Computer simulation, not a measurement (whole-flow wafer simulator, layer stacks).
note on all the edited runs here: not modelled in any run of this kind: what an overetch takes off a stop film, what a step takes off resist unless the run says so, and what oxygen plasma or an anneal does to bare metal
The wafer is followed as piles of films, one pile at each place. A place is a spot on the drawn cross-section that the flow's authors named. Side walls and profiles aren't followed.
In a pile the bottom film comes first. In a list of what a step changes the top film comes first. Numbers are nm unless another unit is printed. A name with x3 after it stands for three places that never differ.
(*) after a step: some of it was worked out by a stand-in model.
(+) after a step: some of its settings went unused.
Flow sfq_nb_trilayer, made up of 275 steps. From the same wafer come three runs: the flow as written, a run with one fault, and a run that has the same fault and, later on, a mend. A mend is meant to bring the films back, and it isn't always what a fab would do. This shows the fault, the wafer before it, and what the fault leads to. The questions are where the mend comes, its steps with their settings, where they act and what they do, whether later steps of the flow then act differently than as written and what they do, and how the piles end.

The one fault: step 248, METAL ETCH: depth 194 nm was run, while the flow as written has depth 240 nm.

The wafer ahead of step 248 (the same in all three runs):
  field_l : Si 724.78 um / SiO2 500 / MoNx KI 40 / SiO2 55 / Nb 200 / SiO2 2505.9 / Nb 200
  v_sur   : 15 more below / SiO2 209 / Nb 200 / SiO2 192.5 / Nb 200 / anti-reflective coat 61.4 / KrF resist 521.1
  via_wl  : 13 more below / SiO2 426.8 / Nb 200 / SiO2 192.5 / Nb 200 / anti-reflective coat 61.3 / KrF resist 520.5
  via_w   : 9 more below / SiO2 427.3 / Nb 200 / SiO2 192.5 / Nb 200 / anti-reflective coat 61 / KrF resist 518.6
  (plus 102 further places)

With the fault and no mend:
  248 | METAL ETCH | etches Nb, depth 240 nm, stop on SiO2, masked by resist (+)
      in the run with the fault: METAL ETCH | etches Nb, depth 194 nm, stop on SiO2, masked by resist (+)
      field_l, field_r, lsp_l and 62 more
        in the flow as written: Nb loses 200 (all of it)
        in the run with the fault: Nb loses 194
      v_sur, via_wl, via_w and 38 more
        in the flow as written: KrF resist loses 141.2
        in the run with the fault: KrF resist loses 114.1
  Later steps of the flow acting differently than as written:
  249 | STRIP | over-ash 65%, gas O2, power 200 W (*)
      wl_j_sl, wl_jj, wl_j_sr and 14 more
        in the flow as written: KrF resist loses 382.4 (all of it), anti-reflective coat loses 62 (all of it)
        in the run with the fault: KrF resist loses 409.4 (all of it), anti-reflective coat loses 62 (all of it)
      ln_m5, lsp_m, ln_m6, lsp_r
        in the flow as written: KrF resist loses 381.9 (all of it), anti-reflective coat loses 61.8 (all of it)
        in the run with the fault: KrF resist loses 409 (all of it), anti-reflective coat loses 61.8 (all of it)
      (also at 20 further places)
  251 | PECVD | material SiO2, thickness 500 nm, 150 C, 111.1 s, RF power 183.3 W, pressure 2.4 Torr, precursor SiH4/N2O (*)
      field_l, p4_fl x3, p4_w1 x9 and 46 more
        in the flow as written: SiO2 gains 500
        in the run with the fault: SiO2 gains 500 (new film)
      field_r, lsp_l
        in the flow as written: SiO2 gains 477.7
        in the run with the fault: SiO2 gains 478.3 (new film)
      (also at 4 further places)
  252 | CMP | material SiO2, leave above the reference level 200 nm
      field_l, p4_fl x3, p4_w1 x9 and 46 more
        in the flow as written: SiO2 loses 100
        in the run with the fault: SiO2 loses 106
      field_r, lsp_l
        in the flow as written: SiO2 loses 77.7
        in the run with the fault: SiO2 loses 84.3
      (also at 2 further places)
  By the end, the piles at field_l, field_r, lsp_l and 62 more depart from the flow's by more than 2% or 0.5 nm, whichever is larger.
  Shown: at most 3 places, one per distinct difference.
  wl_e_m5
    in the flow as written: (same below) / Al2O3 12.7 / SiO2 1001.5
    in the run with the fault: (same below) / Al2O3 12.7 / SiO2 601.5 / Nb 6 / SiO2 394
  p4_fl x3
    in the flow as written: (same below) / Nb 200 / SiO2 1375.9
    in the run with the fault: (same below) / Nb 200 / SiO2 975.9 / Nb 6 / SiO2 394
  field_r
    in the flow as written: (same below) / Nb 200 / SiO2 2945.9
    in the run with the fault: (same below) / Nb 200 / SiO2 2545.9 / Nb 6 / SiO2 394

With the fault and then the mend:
  The mend follows step 248.
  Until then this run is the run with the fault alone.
  248a | METAL ETCH | etches Nb, depth 46 nm, stop on SiO2, masked by resist (+) (a further turn of the flow's step 248, with different settings)
      field_l, field_r, lsp_l and 62 more
        Nb loses 6 (all of it)
      v_sur, via_wl, via_w and 38 more
        KrF resist loses 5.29
  Later steps of the flow acting differently than as written:
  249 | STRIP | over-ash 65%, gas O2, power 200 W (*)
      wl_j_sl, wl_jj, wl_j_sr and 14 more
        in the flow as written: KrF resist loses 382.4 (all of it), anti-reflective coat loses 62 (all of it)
        in the run with the mend: KrF resist loses 404.1 (all of it), anti-reflective coat loses 62 (all of it)
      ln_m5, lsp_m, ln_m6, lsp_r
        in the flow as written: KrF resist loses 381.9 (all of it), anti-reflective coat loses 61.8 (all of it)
        in the run with the mend: KrF resist loses 403.7 (all of it), anti-reflective coat loses 61.8 (all of it)
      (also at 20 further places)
  At every place that both follow, the piles at the end match the flow's.
